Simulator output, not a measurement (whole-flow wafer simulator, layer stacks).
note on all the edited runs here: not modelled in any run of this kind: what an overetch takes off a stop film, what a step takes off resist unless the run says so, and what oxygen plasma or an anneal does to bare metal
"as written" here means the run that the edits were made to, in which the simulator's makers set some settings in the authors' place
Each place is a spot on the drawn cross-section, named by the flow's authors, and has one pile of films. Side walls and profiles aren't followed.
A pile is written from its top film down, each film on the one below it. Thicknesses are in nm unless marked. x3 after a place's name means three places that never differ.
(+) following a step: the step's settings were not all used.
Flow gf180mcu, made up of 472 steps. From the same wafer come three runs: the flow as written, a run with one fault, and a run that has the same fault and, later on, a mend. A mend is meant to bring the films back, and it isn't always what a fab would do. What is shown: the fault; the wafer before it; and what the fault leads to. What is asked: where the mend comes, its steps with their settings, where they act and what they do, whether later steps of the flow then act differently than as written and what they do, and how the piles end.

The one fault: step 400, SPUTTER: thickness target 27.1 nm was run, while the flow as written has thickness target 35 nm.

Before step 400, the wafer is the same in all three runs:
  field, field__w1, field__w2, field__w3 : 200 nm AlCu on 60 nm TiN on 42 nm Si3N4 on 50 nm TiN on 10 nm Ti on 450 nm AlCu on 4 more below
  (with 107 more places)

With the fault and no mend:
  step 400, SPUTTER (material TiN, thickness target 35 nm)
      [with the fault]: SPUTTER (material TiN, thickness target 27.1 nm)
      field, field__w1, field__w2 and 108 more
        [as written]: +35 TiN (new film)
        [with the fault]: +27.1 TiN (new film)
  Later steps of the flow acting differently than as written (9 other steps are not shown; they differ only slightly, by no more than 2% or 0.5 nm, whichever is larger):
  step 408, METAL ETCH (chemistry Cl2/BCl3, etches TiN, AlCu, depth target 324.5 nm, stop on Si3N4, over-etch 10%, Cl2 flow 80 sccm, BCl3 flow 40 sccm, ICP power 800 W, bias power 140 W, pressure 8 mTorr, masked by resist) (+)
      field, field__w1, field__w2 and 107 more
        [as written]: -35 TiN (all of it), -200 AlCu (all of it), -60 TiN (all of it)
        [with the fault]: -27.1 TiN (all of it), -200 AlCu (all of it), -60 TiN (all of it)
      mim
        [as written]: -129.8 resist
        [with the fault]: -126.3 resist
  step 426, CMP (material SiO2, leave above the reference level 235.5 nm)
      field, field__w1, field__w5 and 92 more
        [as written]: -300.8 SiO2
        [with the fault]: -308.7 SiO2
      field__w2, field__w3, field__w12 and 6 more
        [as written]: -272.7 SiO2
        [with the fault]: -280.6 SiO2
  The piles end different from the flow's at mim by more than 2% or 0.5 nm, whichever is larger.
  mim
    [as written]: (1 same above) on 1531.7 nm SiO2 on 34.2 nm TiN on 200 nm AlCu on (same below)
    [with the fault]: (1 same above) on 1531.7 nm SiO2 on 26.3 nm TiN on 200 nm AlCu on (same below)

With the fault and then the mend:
  After step 400 comes the mend.
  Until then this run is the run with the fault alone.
  step 400a, SPUTTER (material TiN, thickness target 7.9 nm) (the flow's step 400 again, with other settings)
      field, field__w1, field__w2 and 108 more
        +7.9 TiN
  None of the later steps of the flow acts differently than as written at any place that is followed.
  At every place that both follow, the piles at the end match the flow's.
